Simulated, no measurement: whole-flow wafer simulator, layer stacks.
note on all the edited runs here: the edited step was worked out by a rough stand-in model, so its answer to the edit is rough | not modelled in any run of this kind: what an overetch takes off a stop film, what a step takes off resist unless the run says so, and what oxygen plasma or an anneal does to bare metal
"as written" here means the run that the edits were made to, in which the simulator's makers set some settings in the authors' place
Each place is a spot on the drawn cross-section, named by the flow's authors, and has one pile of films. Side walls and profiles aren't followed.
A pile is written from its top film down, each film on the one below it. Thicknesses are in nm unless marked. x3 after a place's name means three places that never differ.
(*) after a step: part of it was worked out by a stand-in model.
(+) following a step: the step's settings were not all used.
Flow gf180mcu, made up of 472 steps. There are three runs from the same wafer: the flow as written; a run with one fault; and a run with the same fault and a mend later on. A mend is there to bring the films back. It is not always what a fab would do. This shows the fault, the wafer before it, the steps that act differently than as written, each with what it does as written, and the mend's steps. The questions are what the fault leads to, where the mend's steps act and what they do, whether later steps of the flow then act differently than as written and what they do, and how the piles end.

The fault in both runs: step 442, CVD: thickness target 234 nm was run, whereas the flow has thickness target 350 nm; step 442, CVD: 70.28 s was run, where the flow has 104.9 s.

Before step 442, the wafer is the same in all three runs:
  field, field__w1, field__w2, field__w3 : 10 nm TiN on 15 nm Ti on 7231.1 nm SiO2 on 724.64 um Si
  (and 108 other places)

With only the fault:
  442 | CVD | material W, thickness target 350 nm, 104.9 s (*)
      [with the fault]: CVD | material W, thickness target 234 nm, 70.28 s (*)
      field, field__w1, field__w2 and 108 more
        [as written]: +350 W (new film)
        [with the fault]: +235.5 W (new film)
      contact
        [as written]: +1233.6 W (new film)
        [with the fault]: +1119.1 W (new film)
  Later steps of the flow acting differently than as written:
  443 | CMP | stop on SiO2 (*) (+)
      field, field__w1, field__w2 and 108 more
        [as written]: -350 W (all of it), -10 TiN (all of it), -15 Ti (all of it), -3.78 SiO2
        [with the fault]: -235.5 W (all of it), -10 TiN (all of it), -15 Ti (all of it), -2.63 SiO2
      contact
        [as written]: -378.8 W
        [with the fault]: -263.1 W
  When the end is reached, the piles differ only a little from the flow's at the places that both follow, at most by 2% or 0.5 nm, whichever is larger.

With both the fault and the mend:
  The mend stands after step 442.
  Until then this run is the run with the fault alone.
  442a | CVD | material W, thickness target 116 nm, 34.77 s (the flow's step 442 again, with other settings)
      field, field__w1, field__w2 and 109 more
        +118 W
  Later steps of the flow that are run all act as written at every place that is followed, up to a difference of at most 2% or 0.5 nm, whichever is larger.
  When the end is reached, the piles differ only a little from the flow's at the places that both follow, at most by 2% or 0.5 nm, whichever is larger.
